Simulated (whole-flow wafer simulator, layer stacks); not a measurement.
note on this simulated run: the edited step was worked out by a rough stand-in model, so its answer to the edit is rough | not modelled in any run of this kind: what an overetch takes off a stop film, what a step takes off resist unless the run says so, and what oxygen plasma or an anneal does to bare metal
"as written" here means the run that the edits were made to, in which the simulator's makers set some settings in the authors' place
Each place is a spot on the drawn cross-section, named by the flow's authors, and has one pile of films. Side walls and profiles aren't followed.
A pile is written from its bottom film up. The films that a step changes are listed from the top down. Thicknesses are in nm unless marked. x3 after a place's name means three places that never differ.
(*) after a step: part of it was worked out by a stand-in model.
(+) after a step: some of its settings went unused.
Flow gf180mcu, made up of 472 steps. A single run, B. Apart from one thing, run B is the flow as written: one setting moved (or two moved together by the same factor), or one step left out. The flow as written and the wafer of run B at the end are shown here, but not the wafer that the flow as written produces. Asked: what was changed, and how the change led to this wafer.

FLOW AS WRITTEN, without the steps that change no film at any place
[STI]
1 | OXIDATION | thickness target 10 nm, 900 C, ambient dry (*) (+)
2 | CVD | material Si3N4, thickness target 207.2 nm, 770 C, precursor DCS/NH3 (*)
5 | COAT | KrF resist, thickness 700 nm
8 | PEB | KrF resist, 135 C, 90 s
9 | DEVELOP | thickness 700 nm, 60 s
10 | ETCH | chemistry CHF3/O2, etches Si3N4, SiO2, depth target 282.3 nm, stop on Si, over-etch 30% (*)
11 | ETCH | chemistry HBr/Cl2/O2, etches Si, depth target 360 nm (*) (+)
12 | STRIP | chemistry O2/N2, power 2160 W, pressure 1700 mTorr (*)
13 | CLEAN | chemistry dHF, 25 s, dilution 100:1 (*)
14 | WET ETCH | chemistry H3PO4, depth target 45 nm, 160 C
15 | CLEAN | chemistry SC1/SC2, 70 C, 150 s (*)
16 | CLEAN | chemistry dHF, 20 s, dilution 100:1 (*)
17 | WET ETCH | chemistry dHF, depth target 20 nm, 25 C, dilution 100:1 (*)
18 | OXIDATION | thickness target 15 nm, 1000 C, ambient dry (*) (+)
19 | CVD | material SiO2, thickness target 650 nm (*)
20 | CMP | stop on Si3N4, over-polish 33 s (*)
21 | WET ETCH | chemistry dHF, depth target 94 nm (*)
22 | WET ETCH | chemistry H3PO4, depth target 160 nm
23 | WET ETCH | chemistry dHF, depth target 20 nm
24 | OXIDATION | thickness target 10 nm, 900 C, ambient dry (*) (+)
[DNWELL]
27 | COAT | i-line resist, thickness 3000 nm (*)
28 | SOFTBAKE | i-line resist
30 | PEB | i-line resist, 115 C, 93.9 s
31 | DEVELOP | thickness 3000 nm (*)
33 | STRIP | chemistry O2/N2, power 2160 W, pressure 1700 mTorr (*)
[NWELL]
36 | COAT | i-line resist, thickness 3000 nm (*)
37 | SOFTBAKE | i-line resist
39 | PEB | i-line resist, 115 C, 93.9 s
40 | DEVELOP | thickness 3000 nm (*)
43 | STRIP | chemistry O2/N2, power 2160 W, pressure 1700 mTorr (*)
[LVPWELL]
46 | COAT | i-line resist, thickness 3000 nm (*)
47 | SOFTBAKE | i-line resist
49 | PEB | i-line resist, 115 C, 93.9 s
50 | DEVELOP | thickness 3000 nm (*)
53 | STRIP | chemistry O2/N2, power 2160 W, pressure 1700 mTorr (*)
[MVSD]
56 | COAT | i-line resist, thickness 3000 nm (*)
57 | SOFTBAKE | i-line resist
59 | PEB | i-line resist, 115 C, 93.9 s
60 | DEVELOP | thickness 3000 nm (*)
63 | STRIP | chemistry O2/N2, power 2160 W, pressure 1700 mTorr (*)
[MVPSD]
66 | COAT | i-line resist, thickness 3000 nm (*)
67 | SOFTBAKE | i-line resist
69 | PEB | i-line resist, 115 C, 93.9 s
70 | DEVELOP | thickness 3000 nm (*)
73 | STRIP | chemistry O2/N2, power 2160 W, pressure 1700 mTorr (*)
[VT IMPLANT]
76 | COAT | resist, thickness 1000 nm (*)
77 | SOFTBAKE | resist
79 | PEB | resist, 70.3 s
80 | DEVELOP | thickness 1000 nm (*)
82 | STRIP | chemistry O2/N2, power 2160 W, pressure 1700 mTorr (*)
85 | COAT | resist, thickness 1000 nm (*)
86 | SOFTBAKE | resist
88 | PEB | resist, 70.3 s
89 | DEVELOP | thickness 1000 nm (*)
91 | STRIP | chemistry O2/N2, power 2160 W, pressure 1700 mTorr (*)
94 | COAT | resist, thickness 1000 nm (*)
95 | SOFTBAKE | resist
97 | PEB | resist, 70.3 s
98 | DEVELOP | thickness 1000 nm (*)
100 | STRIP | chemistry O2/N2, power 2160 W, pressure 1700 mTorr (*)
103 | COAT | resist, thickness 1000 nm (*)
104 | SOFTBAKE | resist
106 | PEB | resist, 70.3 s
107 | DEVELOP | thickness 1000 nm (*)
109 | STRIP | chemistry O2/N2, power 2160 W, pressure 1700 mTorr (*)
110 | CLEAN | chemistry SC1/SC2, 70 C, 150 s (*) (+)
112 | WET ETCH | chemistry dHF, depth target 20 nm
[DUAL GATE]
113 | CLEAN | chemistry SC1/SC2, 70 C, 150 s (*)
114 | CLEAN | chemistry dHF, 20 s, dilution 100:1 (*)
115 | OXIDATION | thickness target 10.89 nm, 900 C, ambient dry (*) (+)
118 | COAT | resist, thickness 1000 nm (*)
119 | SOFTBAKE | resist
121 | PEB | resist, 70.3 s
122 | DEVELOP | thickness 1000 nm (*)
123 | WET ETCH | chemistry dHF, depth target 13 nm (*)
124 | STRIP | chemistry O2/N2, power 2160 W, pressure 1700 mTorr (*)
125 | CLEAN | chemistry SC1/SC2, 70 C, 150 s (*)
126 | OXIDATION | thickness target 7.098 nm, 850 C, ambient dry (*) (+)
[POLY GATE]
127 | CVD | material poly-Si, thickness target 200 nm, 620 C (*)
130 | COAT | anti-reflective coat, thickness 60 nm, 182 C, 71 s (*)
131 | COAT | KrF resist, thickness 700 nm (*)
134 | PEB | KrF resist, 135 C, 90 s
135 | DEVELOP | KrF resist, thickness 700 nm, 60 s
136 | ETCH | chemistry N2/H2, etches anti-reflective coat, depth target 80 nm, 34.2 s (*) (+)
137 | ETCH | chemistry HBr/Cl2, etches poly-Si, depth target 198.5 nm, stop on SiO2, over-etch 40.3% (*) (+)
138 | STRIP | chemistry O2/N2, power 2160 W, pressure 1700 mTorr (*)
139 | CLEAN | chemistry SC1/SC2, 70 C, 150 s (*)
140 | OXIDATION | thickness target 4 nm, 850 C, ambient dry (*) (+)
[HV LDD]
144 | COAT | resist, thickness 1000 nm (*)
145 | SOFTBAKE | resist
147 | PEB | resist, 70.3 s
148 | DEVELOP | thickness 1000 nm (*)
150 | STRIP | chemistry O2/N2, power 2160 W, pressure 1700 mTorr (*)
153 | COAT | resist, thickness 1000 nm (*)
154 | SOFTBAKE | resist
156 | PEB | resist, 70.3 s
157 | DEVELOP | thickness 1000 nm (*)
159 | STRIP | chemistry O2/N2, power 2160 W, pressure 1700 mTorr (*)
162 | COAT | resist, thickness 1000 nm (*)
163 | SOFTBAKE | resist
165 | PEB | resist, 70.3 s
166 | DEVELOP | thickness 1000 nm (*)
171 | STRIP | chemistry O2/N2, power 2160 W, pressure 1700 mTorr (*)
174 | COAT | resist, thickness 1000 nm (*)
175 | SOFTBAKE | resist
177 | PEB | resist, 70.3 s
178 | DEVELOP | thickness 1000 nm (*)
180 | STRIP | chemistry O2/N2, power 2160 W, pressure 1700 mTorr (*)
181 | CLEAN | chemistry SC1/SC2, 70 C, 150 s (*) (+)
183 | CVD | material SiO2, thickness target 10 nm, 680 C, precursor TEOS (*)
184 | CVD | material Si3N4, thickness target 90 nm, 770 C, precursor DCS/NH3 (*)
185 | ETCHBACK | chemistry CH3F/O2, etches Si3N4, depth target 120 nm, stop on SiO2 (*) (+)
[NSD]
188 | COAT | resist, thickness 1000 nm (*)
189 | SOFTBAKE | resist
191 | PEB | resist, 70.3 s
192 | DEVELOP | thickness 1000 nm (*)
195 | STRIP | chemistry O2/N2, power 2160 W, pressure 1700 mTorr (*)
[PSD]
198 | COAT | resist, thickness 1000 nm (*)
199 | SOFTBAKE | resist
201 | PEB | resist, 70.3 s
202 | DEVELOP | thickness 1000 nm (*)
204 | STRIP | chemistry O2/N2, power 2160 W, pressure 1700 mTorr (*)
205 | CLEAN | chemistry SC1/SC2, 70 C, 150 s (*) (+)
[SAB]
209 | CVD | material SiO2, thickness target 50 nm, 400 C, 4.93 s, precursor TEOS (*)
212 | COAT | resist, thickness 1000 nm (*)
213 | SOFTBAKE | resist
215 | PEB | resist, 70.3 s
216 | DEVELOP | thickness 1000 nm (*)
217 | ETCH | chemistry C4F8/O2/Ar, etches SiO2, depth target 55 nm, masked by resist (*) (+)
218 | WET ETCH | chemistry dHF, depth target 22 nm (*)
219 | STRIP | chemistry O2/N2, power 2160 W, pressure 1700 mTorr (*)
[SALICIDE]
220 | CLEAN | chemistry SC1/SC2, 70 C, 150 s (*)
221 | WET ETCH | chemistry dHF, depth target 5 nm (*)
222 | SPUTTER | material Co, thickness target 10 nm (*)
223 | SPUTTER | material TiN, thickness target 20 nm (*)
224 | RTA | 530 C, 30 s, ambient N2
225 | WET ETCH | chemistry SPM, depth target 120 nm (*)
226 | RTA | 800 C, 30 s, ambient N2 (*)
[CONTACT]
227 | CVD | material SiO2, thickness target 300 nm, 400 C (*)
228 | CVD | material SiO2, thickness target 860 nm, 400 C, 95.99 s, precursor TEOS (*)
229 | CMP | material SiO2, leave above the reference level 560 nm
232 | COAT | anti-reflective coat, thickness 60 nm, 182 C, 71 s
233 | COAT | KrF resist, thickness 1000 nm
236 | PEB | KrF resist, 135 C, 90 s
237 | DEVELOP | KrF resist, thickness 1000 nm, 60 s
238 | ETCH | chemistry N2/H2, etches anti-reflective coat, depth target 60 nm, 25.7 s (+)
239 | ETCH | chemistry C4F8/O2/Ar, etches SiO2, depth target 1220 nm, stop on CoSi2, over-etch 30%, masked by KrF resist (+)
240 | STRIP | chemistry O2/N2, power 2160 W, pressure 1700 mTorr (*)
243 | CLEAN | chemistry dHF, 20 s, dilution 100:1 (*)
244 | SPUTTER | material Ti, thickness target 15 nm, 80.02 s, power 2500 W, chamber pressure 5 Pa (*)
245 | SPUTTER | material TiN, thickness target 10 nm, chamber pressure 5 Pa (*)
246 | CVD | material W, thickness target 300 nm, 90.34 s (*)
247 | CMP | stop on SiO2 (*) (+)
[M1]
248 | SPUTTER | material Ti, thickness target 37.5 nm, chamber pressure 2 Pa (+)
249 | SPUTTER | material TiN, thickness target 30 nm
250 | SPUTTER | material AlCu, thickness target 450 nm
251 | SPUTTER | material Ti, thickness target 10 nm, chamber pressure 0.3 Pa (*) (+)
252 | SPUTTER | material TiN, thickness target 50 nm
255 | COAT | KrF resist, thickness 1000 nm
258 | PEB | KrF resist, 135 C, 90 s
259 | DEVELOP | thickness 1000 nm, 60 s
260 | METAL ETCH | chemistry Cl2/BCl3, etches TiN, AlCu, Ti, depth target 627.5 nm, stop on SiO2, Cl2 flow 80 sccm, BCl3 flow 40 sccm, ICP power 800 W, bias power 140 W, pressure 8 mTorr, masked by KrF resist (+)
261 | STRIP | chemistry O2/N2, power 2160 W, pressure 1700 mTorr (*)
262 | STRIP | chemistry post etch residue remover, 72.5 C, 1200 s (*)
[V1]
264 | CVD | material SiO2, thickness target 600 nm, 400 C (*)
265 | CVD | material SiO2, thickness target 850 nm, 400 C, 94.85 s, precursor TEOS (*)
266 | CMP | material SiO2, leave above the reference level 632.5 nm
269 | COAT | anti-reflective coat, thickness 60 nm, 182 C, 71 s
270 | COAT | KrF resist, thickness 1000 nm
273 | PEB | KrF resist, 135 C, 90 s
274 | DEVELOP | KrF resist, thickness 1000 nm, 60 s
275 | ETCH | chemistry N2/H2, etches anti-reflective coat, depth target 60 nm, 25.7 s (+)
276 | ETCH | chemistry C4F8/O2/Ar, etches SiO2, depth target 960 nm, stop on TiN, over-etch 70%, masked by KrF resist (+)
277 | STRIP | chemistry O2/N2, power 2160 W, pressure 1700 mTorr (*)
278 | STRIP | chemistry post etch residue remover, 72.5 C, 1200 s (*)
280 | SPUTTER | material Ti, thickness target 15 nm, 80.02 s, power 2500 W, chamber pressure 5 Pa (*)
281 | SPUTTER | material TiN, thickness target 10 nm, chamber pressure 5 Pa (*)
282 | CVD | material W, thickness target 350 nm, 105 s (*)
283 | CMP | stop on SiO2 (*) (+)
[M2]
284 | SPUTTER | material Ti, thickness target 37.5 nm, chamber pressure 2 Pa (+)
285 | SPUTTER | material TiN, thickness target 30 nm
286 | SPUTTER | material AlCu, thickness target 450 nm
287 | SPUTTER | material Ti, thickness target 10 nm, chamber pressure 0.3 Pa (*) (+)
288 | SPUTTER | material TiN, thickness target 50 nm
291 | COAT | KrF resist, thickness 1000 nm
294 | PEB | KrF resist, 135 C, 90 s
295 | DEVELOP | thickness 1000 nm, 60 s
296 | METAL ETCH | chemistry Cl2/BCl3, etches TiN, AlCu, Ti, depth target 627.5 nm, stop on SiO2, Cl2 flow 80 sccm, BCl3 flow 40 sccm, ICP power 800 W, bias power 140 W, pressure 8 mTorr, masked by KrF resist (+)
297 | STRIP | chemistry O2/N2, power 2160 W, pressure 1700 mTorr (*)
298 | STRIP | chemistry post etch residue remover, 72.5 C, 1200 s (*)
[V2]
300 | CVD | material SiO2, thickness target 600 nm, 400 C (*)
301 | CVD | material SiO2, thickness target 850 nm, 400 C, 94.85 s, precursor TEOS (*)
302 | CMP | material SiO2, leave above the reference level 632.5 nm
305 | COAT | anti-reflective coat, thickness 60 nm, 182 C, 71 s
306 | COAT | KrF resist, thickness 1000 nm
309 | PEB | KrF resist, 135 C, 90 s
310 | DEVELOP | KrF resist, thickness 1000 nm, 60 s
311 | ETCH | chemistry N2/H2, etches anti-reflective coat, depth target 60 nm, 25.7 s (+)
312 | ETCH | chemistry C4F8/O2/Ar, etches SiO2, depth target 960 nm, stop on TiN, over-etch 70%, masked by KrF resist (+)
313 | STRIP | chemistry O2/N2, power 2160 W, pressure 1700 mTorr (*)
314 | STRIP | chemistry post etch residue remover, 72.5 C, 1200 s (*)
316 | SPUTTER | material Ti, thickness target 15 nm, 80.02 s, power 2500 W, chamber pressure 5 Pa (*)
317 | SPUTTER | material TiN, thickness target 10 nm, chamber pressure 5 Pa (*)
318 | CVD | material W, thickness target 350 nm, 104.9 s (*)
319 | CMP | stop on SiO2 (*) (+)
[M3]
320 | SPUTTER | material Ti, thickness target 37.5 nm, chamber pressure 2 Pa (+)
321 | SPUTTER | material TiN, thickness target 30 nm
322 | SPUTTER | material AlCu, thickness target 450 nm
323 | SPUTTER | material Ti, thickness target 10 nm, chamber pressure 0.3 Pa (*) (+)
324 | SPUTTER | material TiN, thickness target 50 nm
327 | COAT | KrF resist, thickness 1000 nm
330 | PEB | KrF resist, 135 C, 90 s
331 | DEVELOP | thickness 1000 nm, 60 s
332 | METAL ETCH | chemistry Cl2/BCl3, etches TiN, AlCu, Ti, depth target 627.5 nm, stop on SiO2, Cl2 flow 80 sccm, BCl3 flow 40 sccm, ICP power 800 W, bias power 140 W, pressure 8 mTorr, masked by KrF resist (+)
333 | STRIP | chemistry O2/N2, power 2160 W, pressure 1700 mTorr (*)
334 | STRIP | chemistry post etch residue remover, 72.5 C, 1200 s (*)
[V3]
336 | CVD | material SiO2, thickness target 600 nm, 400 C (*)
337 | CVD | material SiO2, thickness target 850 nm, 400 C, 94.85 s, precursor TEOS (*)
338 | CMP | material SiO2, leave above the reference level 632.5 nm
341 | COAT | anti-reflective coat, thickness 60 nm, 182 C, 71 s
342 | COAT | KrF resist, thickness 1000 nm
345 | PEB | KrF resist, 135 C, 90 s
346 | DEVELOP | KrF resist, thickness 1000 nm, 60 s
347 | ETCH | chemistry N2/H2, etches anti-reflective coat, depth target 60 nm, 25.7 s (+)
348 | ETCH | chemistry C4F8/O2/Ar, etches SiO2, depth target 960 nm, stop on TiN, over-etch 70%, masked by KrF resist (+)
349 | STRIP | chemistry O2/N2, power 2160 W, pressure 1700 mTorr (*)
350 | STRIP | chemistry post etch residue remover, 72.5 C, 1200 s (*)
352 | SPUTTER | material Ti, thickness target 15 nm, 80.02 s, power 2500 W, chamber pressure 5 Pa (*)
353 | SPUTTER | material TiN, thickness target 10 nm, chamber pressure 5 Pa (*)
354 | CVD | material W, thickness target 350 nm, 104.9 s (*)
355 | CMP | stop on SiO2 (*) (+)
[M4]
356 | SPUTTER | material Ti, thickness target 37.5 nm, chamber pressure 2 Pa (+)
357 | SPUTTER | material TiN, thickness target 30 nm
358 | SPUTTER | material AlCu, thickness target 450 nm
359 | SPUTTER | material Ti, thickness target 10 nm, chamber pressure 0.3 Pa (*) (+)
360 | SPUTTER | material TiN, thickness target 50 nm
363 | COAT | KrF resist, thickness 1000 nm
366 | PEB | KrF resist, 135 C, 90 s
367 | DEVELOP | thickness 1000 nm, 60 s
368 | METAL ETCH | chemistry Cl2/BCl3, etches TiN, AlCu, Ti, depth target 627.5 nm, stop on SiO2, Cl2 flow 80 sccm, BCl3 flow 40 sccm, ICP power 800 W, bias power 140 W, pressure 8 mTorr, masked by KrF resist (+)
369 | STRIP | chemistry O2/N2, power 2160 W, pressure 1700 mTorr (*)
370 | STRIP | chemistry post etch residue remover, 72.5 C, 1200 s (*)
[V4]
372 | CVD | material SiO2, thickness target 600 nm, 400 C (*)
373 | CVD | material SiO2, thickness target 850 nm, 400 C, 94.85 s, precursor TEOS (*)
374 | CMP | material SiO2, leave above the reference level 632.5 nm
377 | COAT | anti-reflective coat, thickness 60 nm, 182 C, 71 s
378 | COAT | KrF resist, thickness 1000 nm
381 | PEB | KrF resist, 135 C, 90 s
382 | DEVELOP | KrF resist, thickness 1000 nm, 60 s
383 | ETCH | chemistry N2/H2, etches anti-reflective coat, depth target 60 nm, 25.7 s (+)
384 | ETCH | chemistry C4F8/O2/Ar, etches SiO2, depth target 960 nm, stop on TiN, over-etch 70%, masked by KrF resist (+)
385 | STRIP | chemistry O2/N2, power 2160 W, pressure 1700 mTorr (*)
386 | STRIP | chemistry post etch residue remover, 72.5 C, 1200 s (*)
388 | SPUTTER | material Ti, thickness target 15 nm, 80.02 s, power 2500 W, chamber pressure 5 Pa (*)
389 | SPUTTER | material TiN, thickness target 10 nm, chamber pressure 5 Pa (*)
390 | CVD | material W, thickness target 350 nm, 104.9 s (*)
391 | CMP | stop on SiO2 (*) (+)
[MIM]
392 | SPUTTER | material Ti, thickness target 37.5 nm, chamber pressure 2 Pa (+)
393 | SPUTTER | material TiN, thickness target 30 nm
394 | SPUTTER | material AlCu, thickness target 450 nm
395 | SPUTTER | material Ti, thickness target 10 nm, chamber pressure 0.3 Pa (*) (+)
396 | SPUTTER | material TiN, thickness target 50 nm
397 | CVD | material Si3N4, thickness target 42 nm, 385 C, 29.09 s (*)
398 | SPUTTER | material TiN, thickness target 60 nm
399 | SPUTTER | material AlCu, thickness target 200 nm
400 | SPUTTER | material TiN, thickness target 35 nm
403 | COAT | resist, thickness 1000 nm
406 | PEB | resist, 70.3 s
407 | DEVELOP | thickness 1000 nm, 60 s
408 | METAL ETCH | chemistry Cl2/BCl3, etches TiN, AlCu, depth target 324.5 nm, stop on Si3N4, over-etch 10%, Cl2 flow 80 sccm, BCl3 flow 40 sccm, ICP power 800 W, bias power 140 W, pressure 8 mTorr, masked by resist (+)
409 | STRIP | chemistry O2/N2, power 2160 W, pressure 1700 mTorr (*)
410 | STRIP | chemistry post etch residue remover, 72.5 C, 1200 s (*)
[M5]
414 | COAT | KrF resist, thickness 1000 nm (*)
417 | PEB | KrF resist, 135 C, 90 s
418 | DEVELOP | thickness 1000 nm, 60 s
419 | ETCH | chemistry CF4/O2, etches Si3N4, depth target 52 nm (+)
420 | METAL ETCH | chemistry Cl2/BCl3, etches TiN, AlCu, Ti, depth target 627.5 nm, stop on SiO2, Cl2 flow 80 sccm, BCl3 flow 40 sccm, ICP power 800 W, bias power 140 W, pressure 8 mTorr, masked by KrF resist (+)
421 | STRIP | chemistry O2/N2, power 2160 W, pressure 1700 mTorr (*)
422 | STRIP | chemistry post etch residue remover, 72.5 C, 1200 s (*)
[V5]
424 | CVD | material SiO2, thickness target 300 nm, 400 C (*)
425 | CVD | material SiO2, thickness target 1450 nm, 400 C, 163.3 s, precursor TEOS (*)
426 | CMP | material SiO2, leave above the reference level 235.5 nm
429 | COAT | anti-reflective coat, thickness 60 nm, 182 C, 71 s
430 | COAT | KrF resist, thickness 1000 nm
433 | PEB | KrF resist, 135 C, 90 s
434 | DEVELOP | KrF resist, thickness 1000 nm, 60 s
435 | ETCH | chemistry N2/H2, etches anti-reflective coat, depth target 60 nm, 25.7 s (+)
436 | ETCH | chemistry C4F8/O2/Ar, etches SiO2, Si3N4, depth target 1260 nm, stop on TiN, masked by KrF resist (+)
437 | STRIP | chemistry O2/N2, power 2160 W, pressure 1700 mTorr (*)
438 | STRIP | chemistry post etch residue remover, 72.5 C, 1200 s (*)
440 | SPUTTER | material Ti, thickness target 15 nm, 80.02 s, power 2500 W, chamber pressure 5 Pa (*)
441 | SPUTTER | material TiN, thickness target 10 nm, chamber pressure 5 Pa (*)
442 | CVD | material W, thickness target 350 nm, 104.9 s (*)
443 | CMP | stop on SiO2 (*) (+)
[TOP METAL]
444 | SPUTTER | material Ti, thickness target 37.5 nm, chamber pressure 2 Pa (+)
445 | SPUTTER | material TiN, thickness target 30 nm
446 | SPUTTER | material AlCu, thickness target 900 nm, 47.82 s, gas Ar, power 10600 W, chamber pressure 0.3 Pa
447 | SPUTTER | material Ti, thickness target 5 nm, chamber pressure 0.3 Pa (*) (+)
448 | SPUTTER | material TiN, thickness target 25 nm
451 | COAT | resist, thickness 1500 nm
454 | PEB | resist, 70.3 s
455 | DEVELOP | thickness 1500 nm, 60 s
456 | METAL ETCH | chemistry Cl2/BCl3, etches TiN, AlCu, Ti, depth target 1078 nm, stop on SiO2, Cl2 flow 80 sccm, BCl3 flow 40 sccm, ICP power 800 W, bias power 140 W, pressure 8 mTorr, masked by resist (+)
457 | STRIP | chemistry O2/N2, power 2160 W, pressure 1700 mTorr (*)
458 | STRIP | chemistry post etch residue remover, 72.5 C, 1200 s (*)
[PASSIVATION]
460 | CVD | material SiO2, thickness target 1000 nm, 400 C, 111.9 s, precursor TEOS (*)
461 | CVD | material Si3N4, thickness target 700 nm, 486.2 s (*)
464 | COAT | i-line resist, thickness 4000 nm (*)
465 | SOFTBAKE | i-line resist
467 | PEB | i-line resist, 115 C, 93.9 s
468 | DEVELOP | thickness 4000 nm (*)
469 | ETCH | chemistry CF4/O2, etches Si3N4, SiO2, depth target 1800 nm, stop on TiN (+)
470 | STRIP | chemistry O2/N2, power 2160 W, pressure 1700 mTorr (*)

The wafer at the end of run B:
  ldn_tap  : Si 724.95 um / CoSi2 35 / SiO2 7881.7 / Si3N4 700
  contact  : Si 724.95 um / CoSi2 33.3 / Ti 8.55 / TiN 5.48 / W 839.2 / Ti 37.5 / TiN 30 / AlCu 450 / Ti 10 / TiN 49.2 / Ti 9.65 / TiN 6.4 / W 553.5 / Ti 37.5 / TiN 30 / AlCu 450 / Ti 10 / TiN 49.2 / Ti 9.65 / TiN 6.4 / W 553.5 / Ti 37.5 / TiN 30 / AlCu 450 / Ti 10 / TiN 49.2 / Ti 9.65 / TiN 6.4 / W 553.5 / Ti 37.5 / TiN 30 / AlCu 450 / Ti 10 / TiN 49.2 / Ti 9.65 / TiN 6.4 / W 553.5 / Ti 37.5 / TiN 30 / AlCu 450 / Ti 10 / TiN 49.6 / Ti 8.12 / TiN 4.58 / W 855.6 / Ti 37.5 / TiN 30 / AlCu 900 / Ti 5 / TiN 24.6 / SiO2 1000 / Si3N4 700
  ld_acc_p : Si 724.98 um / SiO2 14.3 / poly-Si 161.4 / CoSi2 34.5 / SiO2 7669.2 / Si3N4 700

Cause: step 441, SPUTTER: thickness target 8.5 nm was run, though the flow has thickness target 10 nm.

How this came from the change, step by step:
  441 | SPUTTER | material TiN, thickness target 10 nm, chamber pressure 5 Pa (*)
      field, field__w1, field__w2 and 108 more: +8.5 TiN (new film) (it would be, as written: +10 TiN (new film))
      contact: +4.58 TiN (new film) (it would be, as written: +5.38 TiN (new film))
  443 | CMP | stop on SiO2 (*) (+)
      field, field__w1, field__w2 and 108 more: -350 W (all of it), -8.5 TiN (all of it), -15 Ti (all of it), -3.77 SiO2 (it would be, as written: -350 W (all of it), -10 TiN (all of it), -15 Ti (all of it), -3.78 SiO2)
